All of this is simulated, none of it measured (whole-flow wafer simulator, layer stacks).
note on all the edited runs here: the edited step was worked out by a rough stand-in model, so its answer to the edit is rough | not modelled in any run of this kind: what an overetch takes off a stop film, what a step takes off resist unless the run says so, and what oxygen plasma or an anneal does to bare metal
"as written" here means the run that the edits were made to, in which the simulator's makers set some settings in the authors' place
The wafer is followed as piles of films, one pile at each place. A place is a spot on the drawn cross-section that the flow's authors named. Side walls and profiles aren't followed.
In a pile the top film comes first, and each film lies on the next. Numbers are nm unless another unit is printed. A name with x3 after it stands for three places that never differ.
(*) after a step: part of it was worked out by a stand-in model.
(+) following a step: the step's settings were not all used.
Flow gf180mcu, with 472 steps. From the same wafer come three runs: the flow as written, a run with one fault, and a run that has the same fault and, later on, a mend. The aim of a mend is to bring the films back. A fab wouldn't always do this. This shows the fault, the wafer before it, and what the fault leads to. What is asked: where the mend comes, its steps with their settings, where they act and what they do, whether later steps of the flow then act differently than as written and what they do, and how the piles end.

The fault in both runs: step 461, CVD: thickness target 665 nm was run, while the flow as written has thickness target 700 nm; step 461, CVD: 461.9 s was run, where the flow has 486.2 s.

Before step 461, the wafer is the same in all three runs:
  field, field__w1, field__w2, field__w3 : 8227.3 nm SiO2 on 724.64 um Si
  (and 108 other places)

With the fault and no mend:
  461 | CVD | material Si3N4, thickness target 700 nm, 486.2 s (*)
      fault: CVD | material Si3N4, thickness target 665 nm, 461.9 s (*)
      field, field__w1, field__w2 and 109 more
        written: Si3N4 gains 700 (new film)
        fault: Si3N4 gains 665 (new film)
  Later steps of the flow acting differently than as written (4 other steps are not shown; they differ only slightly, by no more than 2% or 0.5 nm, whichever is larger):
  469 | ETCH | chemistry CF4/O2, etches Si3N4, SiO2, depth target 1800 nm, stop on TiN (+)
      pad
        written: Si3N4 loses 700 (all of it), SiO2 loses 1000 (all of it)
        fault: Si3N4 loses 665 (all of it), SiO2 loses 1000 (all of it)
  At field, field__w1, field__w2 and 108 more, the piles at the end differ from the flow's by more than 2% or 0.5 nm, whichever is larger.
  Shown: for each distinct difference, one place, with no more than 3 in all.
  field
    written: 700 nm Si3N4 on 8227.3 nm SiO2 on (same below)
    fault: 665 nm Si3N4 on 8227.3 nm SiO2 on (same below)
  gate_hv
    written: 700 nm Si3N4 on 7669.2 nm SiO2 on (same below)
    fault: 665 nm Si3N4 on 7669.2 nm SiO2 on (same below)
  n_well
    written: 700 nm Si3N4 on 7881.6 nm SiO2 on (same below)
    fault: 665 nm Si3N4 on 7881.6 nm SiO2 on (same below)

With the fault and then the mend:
  The mend stands after step 461.
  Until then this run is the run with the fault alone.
  461a | CVD | material Si3N4, thickness target 35 nm, 24.31 s (*) (a further turn of the flow's step 461, with different settings)
      field, field__w1, field__w2 and 109 more
        Si3N4 gains 35.1
  Every later step of the flow that is run acts as written, at every place that is followed, to within 2% or 0.5 nm, whichever is larger.
  The piles end only slightly different from the flow's at the places that both follow, by no more than 2% or 0.5 nm, whichever is larger.
